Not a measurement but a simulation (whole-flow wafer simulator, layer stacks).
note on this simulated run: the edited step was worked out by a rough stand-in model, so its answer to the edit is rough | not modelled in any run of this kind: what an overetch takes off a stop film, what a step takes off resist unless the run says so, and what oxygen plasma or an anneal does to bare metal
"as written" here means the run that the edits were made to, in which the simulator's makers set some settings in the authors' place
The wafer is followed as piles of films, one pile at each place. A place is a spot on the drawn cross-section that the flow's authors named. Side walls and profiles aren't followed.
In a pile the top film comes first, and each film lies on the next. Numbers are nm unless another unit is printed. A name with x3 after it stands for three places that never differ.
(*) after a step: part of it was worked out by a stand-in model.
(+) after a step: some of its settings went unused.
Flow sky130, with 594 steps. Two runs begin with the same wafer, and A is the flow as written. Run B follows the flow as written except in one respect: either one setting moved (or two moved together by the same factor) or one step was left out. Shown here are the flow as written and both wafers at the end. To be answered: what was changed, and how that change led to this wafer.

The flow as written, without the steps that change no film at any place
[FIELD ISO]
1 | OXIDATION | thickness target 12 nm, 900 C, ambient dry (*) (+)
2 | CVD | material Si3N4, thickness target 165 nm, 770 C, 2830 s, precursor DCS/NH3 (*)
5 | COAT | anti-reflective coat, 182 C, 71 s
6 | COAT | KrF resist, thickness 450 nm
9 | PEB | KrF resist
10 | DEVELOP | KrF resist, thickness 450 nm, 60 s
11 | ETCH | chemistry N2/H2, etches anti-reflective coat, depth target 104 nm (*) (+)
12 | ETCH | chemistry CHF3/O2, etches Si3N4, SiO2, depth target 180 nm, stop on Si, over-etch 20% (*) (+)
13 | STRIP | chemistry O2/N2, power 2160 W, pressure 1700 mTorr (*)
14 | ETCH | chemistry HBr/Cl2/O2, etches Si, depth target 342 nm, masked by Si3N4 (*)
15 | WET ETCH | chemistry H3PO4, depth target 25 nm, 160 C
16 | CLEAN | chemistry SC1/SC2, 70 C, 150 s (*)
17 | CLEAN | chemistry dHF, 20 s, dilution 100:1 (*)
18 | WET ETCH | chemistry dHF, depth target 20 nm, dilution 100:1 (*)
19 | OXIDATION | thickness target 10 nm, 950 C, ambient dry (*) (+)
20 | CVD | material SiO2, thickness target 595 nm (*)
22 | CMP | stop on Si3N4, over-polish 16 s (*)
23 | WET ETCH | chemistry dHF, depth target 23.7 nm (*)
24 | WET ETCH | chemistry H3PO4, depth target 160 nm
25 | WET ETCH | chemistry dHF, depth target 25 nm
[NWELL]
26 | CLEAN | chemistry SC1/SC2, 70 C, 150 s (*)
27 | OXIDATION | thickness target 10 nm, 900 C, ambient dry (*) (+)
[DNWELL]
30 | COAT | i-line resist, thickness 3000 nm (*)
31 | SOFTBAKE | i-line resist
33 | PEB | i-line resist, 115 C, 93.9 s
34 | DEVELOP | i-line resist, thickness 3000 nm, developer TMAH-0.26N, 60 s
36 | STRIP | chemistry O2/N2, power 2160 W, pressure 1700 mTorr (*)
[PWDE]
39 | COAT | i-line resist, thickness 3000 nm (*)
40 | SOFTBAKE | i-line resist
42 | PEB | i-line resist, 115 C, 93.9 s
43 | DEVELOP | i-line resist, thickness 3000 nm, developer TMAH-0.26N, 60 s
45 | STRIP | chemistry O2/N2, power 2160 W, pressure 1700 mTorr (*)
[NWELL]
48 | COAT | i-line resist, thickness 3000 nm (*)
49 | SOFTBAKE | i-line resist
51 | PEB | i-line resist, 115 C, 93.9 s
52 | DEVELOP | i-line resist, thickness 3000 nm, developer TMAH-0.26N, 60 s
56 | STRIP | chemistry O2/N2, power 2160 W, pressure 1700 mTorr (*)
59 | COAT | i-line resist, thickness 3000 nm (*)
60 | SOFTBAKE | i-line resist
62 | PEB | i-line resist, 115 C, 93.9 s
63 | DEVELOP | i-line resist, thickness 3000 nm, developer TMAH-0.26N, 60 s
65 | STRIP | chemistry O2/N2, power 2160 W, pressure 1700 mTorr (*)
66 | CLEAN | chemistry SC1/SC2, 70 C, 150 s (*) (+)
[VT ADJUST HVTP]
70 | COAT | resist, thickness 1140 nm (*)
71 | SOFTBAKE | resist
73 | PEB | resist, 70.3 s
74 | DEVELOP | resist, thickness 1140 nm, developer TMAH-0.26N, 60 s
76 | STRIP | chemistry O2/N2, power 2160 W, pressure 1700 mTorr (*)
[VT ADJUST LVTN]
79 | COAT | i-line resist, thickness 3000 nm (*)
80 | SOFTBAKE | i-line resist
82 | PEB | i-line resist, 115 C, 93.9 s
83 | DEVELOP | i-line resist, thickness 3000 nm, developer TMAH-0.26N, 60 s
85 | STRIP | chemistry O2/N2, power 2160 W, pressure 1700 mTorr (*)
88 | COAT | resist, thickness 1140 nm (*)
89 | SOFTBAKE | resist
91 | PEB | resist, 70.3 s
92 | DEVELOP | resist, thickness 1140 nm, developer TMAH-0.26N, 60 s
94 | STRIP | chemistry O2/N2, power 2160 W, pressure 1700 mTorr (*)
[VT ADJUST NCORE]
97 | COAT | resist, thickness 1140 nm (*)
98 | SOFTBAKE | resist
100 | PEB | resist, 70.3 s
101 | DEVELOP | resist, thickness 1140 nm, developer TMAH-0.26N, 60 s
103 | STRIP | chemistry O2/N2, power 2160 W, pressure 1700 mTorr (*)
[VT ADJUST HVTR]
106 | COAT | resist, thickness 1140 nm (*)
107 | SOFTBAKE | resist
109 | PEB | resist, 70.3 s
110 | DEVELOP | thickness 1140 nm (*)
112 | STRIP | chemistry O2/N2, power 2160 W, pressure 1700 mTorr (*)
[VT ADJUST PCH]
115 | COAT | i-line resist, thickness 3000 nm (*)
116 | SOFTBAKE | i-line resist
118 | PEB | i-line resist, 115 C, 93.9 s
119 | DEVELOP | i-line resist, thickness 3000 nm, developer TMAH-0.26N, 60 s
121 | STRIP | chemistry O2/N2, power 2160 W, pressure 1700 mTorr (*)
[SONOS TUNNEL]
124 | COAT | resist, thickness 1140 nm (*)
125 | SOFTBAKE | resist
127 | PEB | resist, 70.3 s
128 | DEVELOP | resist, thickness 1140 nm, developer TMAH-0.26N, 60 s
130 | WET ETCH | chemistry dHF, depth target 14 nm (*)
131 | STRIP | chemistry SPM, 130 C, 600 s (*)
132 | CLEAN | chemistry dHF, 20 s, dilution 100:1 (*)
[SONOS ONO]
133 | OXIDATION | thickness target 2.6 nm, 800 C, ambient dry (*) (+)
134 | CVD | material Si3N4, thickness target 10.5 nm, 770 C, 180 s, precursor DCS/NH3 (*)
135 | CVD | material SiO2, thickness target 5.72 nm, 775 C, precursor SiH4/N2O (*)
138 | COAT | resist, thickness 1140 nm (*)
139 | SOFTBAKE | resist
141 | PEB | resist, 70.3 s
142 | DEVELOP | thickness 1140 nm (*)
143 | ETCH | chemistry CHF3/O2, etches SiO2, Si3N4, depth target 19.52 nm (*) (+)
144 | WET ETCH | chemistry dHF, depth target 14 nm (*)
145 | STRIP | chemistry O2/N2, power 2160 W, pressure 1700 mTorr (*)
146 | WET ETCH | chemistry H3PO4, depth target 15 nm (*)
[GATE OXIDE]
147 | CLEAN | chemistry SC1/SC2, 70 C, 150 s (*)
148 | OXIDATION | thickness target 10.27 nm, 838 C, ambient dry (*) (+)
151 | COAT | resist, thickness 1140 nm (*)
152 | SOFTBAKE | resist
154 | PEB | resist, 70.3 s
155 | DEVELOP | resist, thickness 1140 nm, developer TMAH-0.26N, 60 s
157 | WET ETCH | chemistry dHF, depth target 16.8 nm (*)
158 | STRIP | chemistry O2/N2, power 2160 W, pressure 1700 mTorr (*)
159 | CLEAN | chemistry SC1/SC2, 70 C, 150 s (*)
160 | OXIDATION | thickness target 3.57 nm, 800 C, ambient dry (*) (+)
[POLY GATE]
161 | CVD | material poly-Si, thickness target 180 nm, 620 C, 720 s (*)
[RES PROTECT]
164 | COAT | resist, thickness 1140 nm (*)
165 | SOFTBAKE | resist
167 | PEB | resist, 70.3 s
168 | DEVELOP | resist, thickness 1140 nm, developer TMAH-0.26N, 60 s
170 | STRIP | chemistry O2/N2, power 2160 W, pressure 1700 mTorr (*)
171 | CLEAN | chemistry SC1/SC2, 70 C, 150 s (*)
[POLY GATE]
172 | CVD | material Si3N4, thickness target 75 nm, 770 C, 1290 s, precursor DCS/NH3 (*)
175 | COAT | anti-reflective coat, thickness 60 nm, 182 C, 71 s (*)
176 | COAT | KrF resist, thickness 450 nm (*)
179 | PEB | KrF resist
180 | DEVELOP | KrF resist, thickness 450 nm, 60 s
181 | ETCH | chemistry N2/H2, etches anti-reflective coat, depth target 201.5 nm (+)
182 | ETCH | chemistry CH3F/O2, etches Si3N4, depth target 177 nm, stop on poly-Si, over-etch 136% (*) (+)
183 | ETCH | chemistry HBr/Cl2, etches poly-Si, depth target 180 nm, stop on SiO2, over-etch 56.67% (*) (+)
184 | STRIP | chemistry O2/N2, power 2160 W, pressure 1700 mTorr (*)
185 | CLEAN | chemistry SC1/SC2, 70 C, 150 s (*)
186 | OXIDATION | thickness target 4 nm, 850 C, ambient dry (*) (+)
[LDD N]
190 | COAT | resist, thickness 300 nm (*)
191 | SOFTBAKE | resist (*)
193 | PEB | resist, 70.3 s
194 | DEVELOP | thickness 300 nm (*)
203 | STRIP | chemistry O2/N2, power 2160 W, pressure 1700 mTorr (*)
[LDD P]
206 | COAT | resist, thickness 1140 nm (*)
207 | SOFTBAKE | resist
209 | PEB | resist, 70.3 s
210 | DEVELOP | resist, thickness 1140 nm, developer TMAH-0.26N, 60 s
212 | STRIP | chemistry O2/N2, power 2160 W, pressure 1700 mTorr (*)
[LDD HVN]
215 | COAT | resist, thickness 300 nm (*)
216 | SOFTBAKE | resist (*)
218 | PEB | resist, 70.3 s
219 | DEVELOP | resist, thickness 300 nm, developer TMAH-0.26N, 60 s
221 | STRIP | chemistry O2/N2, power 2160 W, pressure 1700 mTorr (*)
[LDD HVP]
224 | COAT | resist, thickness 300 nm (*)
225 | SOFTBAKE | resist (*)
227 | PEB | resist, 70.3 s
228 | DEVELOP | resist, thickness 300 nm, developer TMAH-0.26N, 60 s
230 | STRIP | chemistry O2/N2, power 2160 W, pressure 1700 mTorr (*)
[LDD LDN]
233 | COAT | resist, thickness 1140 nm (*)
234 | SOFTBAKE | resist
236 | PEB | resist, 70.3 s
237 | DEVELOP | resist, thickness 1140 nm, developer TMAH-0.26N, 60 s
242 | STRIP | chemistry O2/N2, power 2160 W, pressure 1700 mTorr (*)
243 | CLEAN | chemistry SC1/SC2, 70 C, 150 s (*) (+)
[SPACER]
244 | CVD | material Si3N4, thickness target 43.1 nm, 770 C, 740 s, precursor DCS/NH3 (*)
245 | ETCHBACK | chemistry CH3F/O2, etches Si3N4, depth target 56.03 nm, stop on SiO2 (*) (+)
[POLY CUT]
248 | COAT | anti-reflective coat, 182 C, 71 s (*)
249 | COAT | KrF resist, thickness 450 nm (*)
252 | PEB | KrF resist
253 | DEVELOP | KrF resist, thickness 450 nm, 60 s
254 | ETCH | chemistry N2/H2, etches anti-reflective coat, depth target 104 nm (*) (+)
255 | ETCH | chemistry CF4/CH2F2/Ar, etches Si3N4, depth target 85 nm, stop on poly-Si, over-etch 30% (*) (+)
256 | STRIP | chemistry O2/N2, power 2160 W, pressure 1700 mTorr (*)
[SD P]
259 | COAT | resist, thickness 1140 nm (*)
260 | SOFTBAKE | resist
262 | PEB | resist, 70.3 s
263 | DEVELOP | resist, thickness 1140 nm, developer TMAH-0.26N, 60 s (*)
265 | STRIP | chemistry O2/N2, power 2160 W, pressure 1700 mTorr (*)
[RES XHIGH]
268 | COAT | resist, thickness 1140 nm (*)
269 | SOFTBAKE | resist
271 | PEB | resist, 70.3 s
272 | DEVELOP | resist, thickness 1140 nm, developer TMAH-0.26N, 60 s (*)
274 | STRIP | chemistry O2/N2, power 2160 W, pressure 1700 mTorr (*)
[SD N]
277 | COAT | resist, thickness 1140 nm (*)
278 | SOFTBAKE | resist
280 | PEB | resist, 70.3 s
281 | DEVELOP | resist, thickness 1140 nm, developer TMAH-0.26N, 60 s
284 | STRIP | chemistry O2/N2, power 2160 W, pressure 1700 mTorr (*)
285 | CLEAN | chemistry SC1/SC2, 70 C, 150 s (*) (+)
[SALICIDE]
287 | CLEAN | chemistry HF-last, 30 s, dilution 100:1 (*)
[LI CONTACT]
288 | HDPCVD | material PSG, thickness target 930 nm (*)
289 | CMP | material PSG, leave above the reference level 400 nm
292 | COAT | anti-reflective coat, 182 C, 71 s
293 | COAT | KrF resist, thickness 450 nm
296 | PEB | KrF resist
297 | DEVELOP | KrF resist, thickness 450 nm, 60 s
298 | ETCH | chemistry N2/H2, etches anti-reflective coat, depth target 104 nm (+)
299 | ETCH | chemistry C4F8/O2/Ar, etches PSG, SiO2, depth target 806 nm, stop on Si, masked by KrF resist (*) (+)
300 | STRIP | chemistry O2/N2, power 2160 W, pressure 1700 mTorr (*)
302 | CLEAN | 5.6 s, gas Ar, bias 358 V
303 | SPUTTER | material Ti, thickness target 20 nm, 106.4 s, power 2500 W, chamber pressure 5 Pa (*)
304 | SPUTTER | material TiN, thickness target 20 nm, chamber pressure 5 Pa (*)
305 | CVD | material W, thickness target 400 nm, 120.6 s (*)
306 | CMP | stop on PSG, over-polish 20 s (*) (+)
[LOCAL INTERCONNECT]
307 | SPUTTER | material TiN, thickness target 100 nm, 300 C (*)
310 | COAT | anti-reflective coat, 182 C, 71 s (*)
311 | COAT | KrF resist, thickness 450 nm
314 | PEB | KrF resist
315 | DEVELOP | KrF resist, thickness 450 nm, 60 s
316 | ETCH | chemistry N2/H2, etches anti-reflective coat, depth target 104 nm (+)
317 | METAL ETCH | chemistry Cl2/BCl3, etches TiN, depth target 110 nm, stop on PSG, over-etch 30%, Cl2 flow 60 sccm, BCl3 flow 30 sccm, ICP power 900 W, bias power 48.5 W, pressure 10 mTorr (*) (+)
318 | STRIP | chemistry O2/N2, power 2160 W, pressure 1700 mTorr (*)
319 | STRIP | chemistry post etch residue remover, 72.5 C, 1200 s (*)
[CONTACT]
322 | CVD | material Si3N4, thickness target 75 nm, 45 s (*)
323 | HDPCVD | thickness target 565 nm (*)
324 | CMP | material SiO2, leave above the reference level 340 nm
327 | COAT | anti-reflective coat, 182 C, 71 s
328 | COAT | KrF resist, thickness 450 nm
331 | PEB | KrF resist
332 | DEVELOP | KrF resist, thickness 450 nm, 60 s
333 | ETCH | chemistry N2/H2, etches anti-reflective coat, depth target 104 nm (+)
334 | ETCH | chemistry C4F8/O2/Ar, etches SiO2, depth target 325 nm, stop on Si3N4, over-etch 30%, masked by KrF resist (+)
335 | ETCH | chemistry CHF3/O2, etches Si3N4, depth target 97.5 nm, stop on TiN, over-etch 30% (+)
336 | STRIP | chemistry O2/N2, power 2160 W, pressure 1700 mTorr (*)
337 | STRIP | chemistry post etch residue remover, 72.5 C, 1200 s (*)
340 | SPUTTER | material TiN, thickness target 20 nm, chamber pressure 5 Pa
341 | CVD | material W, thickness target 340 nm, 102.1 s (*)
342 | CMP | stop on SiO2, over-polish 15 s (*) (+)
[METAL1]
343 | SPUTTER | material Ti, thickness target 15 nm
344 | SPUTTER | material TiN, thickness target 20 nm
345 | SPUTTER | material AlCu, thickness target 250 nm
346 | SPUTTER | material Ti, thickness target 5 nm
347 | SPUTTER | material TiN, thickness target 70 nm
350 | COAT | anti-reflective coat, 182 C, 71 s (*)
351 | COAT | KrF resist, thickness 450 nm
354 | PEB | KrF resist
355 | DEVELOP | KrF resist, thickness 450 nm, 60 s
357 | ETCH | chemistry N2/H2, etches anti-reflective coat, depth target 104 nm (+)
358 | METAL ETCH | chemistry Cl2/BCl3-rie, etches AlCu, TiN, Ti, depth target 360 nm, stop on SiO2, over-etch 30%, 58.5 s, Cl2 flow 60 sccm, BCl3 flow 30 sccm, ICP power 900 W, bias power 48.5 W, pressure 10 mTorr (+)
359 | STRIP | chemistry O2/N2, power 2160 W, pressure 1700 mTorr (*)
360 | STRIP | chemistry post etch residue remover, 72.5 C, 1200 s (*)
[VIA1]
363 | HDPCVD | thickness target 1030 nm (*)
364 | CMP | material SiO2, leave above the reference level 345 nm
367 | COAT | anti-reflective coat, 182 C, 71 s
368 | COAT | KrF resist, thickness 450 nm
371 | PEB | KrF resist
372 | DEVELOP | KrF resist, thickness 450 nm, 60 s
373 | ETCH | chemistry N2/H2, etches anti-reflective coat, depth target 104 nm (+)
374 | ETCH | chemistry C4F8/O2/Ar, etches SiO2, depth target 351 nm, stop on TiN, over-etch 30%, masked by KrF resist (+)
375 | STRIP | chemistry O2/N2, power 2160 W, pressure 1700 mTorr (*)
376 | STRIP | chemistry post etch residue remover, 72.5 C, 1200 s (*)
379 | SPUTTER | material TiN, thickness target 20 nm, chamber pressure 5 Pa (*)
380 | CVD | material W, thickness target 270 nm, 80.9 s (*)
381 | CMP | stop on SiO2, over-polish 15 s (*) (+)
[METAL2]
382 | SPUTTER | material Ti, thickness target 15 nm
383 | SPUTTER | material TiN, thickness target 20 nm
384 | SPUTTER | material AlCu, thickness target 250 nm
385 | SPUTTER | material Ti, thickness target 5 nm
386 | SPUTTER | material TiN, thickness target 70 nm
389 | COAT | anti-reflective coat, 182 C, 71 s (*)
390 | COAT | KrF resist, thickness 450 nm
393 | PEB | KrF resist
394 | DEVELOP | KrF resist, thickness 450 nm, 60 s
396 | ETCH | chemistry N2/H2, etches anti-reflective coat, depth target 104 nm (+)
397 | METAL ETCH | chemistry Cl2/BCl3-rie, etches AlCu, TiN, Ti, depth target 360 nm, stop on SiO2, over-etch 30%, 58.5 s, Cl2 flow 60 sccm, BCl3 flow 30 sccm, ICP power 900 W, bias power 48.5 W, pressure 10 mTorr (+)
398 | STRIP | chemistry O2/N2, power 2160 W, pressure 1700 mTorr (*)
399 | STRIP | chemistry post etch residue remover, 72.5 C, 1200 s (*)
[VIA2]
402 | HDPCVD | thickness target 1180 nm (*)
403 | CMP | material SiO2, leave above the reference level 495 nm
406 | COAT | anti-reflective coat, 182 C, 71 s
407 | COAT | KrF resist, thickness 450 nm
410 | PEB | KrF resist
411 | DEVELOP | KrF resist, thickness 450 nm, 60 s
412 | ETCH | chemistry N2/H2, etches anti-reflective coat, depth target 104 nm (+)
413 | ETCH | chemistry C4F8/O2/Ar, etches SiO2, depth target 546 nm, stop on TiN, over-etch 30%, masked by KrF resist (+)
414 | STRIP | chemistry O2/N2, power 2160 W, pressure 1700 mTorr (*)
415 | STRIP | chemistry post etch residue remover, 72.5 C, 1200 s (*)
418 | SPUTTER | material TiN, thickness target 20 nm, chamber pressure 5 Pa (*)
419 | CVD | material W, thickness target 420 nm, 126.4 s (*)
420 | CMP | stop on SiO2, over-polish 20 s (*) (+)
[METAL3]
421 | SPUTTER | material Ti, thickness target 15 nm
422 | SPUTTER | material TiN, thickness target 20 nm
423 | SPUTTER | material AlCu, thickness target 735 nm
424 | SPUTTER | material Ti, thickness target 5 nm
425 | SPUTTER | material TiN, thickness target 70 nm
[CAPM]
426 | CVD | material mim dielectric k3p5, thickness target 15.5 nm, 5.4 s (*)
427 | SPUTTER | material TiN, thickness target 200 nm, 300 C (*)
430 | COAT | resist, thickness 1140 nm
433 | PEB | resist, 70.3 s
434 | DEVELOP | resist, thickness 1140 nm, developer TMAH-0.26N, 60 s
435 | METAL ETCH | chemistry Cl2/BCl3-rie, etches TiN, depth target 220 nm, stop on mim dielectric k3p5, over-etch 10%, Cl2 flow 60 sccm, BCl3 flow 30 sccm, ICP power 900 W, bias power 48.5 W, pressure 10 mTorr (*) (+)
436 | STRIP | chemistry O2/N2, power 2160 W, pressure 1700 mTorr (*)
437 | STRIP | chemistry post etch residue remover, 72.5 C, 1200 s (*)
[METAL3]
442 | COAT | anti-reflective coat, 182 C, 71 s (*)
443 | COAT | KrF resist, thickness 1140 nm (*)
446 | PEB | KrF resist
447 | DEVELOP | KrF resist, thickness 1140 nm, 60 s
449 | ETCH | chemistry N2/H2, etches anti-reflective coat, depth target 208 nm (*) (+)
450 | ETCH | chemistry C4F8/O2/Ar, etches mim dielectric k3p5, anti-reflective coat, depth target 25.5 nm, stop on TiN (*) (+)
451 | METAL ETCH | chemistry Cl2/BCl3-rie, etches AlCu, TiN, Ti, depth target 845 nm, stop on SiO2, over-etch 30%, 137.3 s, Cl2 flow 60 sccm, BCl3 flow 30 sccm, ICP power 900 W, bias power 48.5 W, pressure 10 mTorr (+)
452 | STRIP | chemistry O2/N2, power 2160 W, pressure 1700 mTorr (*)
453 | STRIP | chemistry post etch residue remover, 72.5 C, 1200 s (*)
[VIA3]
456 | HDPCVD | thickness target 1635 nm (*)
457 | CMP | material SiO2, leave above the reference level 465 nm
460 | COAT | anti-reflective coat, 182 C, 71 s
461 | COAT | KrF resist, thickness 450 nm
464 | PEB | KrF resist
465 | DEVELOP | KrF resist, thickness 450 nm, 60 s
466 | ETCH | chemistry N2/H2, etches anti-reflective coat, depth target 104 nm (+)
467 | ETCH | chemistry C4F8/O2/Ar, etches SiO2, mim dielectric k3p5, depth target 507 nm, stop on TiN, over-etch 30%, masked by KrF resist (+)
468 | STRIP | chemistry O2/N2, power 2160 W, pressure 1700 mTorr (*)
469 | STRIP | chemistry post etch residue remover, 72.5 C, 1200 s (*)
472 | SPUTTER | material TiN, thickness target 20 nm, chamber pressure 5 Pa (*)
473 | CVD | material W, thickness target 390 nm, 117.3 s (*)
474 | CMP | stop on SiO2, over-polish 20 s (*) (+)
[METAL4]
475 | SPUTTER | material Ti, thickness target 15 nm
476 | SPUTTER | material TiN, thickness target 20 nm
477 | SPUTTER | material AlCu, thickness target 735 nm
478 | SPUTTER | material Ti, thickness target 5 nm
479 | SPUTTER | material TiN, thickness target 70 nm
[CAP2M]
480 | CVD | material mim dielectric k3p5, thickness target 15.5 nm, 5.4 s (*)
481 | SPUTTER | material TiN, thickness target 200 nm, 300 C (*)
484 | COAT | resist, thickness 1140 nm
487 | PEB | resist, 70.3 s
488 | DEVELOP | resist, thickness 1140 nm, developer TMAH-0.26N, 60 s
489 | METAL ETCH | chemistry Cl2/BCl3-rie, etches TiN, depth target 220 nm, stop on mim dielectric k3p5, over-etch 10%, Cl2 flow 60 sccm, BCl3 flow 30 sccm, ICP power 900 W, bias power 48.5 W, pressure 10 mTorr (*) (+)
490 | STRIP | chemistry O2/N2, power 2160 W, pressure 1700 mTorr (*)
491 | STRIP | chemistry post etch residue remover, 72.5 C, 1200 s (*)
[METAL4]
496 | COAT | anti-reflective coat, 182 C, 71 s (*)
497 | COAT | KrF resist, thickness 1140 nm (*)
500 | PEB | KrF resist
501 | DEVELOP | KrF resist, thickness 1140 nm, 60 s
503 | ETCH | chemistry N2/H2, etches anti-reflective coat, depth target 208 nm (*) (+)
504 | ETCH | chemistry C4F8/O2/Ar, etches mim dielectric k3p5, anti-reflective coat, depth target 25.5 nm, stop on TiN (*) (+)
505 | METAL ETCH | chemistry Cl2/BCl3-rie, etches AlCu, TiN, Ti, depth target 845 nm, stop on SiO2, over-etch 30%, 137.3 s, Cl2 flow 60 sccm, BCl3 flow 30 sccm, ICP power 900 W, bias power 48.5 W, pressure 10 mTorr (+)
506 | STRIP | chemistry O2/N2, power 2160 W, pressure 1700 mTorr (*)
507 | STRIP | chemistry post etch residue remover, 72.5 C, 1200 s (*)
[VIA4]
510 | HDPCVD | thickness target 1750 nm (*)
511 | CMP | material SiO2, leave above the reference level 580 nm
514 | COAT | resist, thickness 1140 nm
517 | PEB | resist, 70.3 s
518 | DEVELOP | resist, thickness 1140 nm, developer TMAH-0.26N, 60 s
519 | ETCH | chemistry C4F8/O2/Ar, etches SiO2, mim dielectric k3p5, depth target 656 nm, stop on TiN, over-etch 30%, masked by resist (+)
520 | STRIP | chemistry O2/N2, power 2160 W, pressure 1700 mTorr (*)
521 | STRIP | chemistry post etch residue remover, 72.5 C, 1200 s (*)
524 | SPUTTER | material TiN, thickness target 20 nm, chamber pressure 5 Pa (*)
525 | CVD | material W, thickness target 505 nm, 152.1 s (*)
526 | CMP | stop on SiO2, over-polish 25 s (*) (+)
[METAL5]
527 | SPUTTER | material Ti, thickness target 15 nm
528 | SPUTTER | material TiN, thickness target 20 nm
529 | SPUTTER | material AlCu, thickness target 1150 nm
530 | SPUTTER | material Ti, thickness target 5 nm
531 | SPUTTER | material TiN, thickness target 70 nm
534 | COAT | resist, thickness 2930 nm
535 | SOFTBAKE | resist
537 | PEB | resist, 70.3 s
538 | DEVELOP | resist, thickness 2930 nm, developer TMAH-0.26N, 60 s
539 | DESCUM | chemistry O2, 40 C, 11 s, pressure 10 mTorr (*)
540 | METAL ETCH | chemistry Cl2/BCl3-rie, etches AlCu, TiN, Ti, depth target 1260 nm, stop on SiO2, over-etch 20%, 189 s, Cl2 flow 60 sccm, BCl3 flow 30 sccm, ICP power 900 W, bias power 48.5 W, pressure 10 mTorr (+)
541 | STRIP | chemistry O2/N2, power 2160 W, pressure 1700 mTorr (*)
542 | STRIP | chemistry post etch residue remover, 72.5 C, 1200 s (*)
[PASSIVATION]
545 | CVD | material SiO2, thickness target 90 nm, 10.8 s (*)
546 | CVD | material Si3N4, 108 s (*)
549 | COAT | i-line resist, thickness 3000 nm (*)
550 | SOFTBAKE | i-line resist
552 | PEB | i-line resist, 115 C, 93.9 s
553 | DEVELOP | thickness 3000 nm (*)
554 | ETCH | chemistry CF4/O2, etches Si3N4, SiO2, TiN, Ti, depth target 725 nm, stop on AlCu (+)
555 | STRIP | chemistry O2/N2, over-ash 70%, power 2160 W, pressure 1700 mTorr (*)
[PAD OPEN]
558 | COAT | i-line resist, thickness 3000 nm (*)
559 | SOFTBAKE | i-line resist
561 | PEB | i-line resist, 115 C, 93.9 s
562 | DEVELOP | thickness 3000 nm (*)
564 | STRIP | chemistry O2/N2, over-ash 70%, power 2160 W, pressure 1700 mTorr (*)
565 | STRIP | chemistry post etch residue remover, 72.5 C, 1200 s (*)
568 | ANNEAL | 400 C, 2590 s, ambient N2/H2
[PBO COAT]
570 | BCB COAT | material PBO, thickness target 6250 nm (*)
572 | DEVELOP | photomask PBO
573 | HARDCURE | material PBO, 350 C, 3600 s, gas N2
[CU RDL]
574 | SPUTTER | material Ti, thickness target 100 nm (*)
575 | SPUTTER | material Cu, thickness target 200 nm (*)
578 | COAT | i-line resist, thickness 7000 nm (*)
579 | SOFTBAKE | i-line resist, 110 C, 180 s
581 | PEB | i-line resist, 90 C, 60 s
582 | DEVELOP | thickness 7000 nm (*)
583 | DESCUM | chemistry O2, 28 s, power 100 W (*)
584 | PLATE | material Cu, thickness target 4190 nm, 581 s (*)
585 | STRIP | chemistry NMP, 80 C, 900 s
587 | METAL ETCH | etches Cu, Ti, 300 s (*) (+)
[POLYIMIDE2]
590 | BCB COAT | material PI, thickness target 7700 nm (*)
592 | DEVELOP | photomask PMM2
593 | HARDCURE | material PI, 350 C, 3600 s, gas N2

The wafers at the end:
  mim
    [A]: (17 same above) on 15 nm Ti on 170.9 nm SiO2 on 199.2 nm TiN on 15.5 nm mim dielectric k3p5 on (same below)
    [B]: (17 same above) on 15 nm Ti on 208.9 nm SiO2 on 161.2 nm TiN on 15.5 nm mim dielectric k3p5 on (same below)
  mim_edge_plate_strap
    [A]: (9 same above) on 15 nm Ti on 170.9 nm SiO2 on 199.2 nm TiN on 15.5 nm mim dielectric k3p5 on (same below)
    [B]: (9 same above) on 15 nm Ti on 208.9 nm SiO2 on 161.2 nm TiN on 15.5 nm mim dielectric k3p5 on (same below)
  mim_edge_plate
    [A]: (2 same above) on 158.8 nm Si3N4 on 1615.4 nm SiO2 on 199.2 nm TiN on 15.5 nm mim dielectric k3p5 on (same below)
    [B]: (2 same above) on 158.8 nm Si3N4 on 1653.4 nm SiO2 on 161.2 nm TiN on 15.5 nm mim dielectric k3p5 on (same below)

What caused this: step 427, SPUTTER: thickness target 162 nm was run, whereas the flow has thickness target 200 nm.

The path from the change to this, step by step:
  427 | SPUTTER | material TiN, thickness target 200 nm, 300 C (*)
      field, active, n_well and 188 more: A TiN gains 200 (new film) | B TiN gains 162 (new film)
  435 | METAL ETCH | chemistry Cl2/BCl3-rie, etches TiN, depth target 220 nm, stop on mim dielectric k3p5, over-etch 10%, Cl2 flow 60 sccm, BCl3 flow 30 sccm, ICP power 900 W, bias power 48.5 W, pressure 10 mTorr (*) (+)
      field, active, n_well and 185 more: A TiN loses 200 (all of it) | B TiN loses 162 (all of it)
      mim, mim_edge_plate_strap, mim_edge_plate: A resist loses 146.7 | B resist loses 118.8
  436 | STRIP | chemistry O2/N2, power 2160 W, pressure 1700 mTorr (*)
      mim, mim_edge_plate_strap, mim_edge_plate: A resist loses 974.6 (all of it) | B resist loses 1002.5 (all of it)
  442 | COAT | anti-reflective coat, 182 C, 71 s (*)
      rpm_encl, rpm_encl_psd, rpm_encl_urpm: A anti-reflective coat gains 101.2 (new film) | B anti-reflective coat gains 104.3 (new film)
      poly_licon, rpo_hd_licon: A anti-reflective coat gains 57.6 (new film) | B anti-reflective coat gains 68.1 (new film)
      (also at 6 further places)
  443 | COAT | KrF resist, thickness 1140 nm (*)
      mim_edge_plate_strap, mim_edge_plate: A KrF resist gains 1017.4 (new film) | B KrF resist gains 1055.4 (new film)
      mim: A KrF resist gains 1025.5 (new film) | B KrF resist gains 1059.9 (new film)
  449 | ETCH | chemistry N2/H2, etches anti-reflective coat, depth target 208 nm (*) (+)
      rpm_encl, rpm_encl_psd, rpm_encl_urpm: A anti-reflective coat loses 101.2 (all of it) | B anti-reflective coat loses 104.3 (all of it)
      poly_licon, rpo_hd_licon: A anti-reflective coat loses 57.6 (all of it) | B anti-reflective coat loses 68.1 (all of it)
      (also at 3 further places)
  452 | STRIP | chemistry O2/N2, power 2160 W, pressure 1700 mTorr (*)
      mim_edge_plate_strap, mim_edge_plate: A KrF resist loses 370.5 (all of it), anti-reflective coat loses 3 (all of it) | B KrF resist loses 408.4 (all of it), anti-reflective coat loses 3 (all of it)
      mim: A KrF resist loses 378.7 (all of it), anti-reflective coat loses 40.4 (all of it) | B KrF resist loses 413 (all of it), anti-reflective coat loses 32.4 (all of it)
      (also at 2 further places)
  457 | CMP | material SiO2, leave above the reference level 465 nm
      mim, mim_edge_plate_strap, mim_edge_plate: A SiO2 loses 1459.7 | B SiO2 loses 1421.7
